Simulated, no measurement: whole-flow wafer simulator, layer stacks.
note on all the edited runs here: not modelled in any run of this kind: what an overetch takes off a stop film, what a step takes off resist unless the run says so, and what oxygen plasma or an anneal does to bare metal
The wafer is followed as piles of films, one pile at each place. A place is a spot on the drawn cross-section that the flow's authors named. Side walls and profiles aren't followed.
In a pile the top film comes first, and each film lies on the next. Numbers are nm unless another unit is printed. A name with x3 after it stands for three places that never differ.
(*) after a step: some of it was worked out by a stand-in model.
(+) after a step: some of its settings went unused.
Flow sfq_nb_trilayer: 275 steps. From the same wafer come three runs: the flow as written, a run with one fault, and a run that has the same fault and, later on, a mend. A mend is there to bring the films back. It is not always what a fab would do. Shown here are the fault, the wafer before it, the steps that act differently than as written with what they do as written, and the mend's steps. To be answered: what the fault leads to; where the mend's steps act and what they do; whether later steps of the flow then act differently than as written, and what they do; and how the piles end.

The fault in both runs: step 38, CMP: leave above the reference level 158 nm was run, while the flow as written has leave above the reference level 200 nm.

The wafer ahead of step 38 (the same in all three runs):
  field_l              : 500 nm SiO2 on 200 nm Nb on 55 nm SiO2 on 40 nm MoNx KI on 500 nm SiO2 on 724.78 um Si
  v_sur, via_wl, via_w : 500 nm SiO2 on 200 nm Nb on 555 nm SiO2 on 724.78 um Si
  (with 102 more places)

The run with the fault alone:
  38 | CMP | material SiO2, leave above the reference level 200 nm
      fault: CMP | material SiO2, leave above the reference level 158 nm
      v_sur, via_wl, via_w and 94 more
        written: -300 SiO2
        fault: -342 SiO2
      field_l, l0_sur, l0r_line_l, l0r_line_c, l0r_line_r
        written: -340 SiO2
        fault: -382 SiO2
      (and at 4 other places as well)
  Later steps of the flow acting differently than as written (4 more steps, not shown, differ only slightly: by at most 2% or 0.5 nm, whichever is larger):
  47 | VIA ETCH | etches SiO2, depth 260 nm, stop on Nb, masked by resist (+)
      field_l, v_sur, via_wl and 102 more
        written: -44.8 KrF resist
        fault: -40.8 KrF resist
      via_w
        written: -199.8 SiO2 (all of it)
        fault: -157.8 SiO2 (all of it)
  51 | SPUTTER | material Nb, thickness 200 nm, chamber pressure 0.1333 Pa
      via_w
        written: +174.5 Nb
        fault: +183.1 Nb
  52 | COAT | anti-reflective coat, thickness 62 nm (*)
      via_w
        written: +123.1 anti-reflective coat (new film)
        fault: +112.7 anti-reflective coat (new film)
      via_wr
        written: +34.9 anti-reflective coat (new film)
        fault: +34.1 anti-reflective coat (new film)
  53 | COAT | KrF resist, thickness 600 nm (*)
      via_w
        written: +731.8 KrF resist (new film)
        fault: +697.8 KrF resist (new film)
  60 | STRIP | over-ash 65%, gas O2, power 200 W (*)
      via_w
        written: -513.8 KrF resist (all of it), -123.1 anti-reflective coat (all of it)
        fault: -480 KrF resist (all of it), -112.7 anti-reflective coat (all of it)
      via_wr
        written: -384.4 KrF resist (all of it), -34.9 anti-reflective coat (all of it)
        fault: -390 KrF resist (all of it), -34.1 anti-reflective coat (all of it)
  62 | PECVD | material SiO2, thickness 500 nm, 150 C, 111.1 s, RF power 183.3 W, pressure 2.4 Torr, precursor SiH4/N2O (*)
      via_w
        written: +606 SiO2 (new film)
        fault: +530.9 SiO2 (new film)
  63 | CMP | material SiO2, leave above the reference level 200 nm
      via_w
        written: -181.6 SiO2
        fault: -157.1 SiO2
  At v_sur, via_wl, via_w and 78 more, the piles at the end differ from the flow's by more than 2% or 0.5 nm, whichever is larger.
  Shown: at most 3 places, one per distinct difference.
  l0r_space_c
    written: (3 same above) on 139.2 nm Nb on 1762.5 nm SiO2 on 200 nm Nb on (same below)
    fault: (3 same above) on 139.2 nm Nb on 1720.5 nm SiO2 on 200 nm Nb on (same below)
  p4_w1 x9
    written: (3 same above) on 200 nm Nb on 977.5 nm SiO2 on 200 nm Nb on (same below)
    fault: (3 same above) on 200 nm Nb on 935.5 nm SiO2 on 200 nm Nb on (same below)
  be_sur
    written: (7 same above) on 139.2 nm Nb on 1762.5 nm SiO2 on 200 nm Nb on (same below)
    fault: (7 same above) on 139.2 nm Nb on 1720.5 nm SiO2 on 200 nm Nb on (same below)

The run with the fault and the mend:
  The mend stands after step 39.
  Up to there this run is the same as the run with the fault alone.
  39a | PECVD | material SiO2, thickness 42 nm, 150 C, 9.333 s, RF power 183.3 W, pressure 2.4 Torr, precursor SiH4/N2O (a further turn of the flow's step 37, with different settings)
      field_l, v_sur, via_wl and 103 more
        +42 SiO2
  Every later step of the flow that is run acts as written, at every place that is followed, to within 2% or 0.5 nm, whichever is larger.
  The piles end only slightly different from the flow's at the places that both follow, by no more than 2% or 0.5 nm, whichever is larger.
